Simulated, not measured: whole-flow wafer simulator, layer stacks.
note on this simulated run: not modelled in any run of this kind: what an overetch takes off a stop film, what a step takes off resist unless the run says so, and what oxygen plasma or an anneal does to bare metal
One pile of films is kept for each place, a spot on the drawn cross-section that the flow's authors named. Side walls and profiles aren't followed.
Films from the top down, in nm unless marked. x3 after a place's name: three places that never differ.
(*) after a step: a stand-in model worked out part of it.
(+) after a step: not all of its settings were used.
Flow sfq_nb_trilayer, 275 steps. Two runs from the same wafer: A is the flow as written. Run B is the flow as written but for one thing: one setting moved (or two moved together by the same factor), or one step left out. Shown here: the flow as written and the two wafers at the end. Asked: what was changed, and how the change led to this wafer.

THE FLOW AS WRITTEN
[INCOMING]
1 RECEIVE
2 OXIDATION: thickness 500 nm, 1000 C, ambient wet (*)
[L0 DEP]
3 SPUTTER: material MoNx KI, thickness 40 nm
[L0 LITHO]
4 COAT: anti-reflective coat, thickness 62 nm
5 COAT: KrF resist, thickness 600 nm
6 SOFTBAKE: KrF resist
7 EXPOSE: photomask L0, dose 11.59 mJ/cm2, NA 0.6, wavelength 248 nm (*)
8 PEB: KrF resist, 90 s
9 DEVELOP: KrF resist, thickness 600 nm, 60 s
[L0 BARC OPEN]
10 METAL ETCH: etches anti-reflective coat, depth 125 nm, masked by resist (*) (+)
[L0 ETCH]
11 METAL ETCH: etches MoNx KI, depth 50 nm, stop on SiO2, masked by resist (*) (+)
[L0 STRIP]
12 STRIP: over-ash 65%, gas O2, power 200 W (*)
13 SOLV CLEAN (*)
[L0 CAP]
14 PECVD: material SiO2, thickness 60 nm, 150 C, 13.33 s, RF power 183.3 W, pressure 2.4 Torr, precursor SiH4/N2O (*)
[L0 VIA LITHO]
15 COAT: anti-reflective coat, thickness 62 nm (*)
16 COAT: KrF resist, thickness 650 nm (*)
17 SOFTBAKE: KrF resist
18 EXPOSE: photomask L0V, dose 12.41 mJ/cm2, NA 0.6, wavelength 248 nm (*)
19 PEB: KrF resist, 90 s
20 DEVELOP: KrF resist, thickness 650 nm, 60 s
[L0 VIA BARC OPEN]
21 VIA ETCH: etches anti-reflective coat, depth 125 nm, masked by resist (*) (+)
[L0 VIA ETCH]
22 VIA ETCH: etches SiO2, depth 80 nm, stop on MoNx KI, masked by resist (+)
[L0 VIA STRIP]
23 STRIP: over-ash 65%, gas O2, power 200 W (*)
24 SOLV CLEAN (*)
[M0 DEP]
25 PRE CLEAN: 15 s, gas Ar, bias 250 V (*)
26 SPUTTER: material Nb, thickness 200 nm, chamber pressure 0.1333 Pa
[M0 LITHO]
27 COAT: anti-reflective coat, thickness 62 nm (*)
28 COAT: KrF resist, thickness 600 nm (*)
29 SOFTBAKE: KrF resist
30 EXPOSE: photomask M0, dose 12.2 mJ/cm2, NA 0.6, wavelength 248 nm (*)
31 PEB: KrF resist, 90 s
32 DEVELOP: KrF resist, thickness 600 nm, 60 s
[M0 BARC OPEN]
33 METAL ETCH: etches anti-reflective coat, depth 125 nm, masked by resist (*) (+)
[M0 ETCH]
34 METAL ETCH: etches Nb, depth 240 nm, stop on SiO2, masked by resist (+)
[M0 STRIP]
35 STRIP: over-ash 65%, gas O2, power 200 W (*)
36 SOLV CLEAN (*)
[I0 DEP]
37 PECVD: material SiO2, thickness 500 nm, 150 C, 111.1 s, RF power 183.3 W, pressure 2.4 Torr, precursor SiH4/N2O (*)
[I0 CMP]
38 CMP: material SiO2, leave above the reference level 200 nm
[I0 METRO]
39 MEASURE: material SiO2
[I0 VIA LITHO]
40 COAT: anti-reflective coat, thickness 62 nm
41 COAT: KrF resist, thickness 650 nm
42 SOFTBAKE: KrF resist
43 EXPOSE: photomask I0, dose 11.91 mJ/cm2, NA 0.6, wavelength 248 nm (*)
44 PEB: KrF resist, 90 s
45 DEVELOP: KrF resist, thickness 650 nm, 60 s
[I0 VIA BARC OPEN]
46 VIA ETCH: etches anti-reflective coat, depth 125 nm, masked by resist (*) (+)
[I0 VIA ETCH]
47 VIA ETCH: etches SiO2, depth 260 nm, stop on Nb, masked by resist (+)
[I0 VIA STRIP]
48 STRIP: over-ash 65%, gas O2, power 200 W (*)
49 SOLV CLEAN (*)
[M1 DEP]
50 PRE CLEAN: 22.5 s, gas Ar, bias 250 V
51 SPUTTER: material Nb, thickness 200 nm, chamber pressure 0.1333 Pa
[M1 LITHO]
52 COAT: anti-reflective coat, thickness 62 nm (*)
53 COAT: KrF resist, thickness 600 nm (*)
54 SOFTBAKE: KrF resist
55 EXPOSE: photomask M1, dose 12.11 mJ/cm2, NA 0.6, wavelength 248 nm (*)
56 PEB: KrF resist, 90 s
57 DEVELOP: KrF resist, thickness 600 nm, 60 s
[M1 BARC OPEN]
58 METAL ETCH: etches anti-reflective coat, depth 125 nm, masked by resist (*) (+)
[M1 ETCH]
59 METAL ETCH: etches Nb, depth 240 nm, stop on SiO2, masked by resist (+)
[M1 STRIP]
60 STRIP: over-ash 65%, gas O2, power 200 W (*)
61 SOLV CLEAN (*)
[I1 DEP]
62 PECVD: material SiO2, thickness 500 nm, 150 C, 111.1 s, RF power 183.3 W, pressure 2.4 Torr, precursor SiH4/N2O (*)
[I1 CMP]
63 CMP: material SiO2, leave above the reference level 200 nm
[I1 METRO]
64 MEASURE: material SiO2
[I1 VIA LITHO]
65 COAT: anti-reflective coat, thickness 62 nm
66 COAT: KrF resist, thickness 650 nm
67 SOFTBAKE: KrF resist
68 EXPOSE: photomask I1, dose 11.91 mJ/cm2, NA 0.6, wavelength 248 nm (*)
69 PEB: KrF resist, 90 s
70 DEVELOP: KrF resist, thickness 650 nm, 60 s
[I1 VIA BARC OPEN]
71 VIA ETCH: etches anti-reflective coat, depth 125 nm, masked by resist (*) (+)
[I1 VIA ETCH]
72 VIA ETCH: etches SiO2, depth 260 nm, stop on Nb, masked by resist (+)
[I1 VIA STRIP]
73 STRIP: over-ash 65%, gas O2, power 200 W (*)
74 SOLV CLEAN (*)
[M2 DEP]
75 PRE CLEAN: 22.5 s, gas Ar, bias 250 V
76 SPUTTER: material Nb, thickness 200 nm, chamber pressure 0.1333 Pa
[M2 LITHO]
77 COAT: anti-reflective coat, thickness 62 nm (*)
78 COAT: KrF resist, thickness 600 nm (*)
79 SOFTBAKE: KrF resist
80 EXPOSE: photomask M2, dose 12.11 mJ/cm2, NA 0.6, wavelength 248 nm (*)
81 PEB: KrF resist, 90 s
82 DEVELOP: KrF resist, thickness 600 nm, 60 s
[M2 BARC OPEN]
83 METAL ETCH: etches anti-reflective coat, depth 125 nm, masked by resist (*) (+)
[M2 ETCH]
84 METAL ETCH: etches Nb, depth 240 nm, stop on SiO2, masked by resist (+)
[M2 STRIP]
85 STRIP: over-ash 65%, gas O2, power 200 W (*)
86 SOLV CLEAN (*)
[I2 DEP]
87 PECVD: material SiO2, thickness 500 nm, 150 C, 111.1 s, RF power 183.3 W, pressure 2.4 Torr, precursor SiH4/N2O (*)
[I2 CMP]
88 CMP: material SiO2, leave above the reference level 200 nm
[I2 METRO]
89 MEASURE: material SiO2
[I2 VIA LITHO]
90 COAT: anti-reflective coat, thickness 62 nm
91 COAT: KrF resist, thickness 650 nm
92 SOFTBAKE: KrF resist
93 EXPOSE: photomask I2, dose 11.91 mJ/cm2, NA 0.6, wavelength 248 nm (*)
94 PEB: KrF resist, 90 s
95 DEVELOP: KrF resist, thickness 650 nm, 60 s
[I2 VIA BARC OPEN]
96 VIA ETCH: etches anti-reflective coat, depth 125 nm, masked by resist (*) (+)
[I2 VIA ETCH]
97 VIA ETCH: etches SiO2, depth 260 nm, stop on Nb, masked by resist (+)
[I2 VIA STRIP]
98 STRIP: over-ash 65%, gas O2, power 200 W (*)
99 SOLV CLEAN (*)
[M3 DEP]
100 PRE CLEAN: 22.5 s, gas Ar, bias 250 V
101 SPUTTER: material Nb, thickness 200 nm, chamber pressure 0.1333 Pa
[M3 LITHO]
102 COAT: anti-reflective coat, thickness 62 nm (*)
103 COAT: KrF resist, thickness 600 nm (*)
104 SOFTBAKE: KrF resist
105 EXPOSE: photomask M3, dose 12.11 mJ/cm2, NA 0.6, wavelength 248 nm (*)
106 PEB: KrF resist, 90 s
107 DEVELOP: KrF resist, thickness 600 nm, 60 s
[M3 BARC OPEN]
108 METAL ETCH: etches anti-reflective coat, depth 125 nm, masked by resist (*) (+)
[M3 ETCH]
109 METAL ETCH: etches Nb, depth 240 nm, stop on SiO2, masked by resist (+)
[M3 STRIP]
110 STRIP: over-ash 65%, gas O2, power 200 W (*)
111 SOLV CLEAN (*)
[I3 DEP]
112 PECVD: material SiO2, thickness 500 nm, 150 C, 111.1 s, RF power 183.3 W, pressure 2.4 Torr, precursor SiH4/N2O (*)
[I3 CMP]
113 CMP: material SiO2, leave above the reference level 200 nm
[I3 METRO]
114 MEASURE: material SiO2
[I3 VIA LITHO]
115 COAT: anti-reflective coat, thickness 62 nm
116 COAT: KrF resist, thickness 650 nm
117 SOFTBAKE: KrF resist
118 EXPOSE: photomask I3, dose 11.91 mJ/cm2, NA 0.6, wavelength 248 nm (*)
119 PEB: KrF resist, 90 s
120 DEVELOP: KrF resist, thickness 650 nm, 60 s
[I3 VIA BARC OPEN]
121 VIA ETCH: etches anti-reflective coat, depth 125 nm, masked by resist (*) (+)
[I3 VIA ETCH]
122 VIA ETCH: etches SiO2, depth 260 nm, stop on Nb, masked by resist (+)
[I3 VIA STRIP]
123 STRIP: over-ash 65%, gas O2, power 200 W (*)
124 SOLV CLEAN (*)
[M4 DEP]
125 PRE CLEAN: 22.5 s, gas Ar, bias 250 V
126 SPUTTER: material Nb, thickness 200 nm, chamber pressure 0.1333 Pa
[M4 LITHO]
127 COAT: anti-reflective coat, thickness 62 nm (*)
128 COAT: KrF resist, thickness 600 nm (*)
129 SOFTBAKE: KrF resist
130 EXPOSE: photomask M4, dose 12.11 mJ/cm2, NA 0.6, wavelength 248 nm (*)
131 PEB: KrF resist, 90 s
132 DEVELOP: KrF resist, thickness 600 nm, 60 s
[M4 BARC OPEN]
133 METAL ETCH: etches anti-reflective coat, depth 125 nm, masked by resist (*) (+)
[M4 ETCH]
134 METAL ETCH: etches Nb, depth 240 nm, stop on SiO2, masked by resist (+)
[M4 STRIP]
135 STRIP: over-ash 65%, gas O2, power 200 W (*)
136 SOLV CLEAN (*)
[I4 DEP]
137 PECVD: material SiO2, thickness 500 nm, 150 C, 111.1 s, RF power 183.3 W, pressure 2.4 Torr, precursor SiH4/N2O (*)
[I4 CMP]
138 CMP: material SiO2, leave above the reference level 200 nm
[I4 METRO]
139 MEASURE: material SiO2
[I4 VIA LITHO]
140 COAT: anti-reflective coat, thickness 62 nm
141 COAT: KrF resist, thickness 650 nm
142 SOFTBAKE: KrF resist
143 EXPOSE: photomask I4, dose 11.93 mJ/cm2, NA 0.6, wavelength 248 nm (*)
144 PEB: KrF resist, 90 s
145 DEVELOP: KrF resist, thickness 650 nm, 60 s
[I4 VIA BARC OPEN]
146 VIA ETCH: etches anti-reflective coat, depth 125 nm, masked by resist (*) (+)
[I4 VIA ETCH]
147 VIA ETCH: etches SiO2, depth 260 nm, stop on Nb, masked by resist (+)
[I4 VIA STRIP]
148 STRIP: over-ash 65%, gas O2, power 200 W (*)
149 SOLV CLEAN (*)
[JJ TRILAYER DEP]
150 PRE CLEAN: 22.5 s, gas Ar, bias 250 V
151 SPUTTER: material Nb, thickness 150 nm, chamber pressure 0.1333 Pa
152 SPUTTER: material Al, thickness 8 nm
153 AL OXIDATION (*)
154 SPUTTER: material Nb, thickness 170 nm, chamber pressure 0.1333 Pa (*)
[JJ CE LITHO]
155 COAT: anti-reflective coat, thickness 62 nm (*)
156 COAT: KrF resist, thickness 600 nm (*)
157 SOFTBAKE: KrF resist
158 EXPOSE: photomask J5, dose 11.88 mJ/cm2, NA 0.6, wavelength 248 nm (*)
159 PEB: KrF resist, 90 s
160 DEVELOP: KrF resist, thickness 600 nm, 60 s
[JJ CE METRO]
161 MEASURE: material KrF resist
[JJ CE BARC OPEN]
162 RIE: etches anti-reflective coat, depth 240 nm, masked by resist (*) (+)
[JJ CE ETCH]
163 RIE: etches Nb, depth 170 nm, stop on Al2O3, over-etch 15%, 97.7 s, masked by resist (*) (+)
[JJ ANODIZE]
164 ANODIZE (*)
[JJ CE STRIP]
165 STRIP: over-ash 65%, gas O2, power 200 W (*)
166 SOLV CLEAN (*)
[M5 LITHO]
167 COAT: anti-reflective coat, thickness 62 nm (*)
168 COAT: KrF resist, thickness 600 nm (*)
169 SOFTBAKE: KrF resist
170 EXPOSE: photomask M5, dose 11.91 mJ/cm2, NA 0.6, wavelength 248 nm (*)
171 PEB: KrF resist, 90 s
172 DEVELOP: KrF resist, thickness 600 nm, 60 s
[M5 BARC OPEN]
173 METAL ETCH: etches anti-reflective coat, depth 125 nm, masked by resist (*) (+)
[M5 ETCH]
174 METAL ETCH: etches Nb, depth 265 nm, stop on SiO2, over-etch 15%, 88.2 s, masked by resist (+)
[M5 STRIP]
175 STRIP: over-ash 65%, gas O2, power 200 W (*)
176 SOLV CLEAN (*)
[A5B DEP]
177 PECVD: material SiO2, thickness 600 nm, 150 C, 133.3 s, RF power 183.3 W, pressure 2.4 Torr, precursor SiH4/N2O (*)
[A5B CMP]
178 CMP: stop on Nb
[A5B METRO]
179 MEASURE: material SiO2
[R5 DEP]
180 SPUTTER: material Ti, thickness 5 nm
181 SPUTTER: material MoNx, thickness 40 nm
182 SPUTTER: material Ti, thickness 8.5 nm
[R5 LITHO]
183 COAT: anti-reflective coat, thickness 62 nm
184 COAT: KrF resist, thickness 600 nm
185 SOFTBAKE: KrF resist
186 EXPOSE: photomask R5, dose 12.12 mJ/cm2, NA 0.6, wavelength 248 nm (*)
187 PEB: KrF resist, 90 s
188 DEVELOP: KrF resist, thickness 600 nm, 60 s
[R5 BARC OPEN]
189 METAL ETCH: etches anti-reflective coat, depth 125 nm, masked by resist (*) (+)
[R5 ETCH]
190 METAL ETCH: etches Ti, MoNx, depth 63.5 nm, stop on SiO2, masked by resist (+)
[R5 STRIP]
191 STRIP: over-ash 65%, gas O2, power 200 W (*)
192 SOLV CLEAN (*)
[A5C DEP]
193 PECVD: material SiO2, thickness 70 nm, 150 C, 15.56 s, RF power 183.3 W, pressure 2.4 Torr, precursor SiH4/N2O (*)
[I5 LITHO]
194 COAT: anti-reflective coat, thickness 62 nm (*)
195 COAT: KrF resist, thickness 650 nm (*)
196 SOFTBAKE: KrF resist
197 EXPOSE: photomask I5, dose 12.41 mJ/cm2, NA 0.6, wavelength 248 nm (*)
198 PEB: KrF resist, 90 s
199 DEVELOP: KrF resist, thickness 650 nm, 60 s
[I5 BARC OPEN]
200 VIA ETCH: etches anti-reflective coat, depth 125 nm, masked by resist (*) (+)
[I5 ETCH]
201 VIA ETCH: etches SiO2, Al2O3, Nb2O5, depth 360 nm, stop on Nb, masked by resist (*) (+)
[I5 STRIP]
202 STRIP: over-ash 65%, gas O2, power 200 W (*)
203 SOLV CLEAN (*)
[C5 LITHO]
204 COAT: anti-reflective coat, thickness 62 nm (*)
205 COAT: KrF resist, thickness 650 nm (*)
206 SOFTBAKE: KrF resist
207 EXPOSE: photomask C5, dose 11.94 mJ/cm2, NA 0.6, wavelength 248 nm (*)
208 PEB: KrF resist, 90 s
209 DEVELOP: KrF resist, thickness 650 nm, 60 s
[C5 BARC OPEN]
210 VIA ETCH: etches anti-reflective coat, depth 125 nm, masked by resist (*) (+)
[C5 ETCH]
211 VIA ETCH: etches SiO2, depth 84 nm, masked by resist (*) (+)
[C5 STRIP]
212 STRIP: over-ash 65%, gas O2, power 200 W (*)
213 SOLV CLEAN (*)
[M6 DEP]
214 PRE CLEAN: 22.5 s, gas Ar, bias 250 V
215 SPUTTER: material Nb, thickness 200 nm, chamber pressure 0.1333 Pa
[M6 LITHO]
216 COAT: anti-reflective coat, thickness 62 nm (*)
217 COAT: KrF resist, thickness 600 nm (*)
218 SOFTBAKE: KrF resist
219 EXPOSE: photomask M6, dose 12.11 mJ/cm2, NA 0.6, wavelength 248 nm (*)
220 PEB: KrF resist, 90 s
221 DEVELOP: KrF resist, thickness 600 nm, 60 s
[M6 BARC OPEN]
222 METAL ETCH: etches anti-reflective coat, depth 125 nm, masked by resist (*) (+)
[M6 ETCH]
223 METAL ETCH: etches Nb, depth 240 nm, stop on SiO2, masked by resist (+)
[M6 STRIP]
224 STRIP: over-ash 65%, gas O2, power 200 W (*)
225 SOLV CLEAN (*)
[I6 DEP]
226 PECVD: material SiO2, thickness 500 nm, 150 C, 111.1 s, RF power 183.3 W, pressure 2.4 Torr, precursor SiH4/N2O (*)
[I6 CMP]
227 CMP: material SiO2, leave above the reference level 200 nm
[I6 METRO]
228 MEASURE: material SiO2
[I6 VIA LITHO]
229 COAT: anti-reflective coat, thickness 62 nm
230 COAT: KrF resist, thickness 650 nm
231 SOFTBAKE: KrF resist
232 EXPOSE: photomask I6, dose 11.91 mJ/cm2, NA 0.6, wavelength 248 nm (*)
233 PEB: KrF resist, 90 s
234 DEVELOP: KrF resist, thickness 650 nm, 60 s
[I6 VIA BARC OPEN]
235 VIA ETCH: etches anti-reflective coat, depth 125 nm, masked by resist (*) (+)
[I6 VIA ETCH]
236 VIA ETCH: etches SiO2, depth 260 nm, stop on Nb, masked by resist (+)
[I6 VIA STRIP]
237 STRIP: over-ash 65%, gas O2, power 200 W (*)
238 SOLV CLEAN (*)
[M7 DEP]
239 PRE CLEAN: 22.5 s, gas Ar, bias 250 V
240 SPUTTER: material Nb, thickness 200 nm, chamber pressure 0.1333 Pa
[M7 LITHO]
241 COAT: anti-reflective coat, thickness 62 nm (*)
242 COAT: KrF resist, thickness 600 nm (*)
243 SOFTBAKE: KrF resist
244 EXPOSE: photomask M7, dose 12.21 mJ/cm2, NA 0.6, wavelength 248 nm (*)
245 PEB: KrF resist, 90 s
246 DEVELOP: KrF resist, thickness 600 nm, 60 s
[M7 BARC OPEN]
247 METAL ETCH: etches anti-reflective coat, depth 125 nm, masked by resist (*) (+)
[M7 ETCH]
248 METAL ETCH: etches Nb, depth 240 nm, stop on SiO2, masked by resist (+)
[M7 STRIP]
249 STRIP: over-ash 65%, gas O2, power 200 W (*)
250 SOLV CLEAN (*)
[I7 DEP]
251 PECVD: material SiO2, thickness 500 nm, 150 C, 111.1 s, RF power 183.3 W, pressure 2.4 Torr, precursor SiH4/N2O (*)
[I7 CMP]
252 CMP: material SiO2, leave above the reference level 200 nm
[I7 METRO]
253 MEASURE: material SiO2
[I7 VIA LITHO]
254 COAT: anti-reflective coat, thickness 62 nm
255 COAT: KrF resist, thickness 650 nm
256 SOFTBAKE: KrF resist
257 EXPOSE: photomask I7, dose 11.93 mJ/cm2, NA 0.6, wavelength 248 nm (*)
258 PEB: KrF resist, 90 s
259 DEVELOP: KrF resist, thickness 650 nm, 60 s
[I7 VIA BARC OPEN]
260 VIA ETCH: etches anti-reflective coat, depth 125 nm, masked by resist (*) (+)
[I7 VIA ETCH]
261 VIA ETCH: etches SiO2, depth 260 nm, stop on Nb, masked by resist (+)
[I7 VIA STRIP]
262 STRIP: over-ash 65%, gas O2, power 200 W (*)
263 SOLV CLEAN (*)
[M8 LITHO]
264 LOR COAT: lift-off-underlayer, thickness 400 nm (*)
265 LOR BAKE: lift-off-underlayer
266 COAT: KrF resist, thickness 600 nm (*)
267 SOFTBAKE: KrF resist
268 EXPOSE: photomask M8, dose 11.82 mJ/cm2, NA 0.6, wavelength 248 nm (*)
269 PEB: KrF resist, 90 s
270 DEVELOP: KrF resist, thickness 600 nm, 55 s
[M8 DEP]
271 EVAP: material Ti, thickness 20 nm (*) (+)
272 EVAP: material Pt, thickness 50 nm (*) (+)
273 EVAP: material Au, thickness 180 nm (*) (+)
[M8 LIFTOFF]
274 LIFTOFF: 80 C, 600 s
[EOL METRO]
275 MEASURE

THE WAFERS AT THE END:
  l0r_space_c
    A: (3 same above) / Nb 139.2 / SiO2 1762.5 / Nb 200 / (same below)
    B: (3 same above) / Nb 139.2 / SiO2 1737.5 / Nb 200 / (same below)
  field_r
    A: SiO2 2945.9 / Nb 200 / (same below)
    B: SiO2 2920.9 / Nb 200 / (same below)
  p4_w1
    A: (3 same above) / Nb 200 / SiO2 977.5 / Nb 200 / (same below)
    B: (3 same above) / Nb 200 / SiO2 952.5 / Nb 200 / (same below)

The cause: step 38, CMP: leave above the reference level 175 nm was run, where the flow has leave above the reference level 200 nm.

How the change led to this, step by step:
  38 CMP: material SiO2, leave above the reference level 200 nm
      v_sur, via_wl, via_w and 94 more: A SiO2 -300 | B SiO2 -325
      field_l, l0_sur, l0r_line_l, l0r_line_c, l0r_line_r: A SiO2 -340 | B SiO2 -365
      (and at 4 more places)
  47 VIA ETCH: etches SiO2, depth 260 nm, stop on Nb, masked by resist (+)
      via_w: A SiO2 -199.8 (all of it) | B SiO2 -174.8 (all of it)
  51 SPUTTER: material Nb, thickness 200 nm, chamber pressure 0.1333 Pa
      via_w: A Nb +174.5 | B Nb +179.7
  52 COAT: anti-reflective coat, thickness 62 nm (*)
      via_w: A anti-reflective coat +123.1 (new film) | B anti-reflective coat +116.2 (new film)
      via_wr: A anti-reflective coat +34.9 (new film) | B anti-reflective coat +33.8 (new film)
  53 COAT: KrF resist, thickness 600 nm (*)
      via_w: A KrF resist +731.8 (new film) | B KrF resist +712.1 (new film)
  60 STRIP: over-ash 65%, gas O2, power 200 W (*)
      via_w: A KrF resist -513.8 (all of it), anti-reflective coat -123.1 (all of it) | B KrF resist -494.2 (all of it), anti-reflective coat -116.2 (all of it)
      via_wr: A KrF resist -384.4 (all of it), anti-reflective coat -34.9 (all of it) | B KrF resist -388.2 (all of it), anti-reflective coat -33.8 (all of it)
  62 PECVD: material SiO2, thickness 500 nm, 150 C, 111.1 s, RF power 183.3 W, pressure 2.4 Torr, precursor SiH4/N2O (*)
      via_w: A SiO2 +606 (new film) | B SiO2 +551.3 (new film)
  63 CMP: material SiO2, leave above the reference level 200 nm
      via_w: A SiO2 -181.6 | B SiO2 -157.1
